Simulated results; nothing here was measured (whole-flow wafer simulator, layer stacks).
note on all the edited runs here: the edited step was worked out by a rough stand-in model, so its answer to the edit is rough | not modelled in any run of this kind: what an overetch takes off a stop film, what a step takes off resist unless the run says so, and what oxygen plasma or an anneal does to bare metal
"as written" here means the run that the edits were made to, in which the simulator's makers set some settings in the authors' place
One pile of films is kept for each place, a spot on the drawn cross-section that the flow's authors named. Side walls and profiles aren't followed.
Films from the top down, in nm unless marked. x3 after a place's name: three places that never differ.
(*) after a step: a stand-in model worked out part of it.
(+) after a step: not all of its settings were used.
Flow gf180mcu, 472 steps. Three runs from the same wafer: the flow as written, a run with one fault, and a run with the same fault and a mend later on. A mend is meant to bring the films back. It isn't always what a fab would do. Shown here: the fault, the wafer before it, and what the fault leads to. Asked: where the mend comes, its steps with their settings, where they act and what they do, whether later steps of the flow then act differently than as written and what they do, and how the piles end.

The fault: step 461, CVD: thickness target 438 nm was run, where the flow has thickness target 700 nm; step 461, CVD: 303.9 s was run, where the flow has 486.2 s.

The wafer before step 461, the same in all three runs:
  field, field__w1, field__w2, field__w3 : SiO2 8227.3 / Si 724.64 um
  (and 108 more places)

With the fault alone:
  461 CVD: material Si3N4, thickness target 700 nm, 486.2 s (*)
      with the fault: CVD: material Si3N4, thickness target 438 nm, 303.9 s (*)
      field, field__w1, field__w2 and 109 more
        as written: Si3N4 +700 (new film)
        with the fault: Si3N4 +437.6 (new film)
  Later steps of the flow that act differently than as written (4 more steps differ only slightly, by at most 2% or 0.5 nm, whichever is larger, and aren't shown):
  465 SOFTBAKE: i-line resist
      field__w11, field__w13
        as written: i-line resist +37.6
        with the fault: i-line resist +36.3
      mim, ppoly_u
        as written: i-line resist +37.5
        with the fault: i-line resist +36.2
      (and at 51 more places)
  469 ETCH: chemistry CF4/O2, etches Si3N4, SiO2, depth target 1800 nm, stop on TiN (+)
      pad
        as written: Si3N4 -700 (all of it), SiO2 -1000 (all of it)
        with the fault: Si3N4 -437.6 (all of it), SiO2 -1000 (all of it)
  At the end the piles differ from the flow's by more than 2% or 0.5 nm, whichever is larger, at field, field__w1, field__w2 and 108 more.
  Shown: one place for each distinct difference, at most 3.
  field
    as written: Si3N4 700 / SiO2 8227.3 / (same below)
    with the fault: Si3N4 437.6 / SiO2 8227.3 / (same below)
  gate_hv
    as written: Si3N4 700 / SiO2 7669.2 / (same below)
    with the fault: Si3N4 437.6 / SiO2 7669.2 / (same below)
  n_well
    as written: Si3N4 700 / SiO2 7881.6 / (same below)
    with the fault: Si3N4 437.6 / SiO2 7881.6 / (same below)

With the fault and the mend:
  The mend comes after step 468.
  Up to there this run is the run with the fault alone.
  468a STRIP: chemistry O2/N2, power 2160 W, pressure 1700 mTorr (*)
      iso_ptap_pw, iso_ntap_nw, iso_nw_fld and 33 more
        i-line resist -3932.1 (all of it)
      p_well, sti, spacer, sd_n, mim_1p0, dice_street
        i-line resist -3938.1 (all of it)
      field__w2, field__w3, field__w6
        i-line resist -3984.7 (all of it)
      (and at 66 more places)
  468b CVD: material Si3N4, thickness target 262 nm, 182 s (*) (the flow's step 461 once more, with other settings)
      field, field__w1, field__w2 and 109 more
        Si3N4 +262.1
  468c HMDS: 120 C, 60 s (the flow's step 463 once more)
      changes no film at any place that is followed
  468d COAT: i-line resist, thickness 4000 nm (*) (the flow's step 464 once more)
      iso_ptap_pw, iso_ntap_nw, iso_nw_fld and 33 more
        i-line resist +4000 (new film)
      field__w9, field__w13, sd_p_hv, gate_p_hv, nplus_u, npoly_u
        i-line resist +4017 (new film)
      p_well, sti, spacer, sd_n, mim_1p0, dice_street
        i-line resist +4006.3 (new film)
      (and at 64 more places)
  468e SOFTBAKE: i-line resist (the flow's step 465 once more)
      ld_acc_p, ld_fp_p, ld_drift_p
        i-line resist +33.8
      field__w2, field_sub__w4
        i-line resist +33.4
      field__w11, field__w13
        i-line resist +37.6
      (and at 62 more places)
  468f EXPOSE: photomask Pad (the flow's step 466 once more)
      changes no film at any place that is followed
  468g PEB: i-line resist, 115 C, 93.9 s (the flow's step 467 once more)
      iso_ptap_pw, iso_ntap_nw, iso_nw_fld and 33 more
        i-line resist -67.9
      field, field__w2, field__w3 and 25 more
        i-line resist -68.8
      field_sub, field_sub__w1, field_sub__w2 and 23 more
        i-line resist -68.7
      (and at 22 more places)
  468h DEVELOP: thickness 4000 nm (*) (the flow's step 468 once more)
      field__w5, field__w7, field__w13 and 13 more
        i-line resist -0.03
      pad
        i-line resist -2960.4 (all of it)
  No later step of the flow acts differently than as written, at any place that is followed, by more than 2% or 0.5 nm, whichever is larger.
  At the end the piles differ from the flow's only slightly at the places that both follow, by at most 2% or 0.5 nm, whichever is larger.
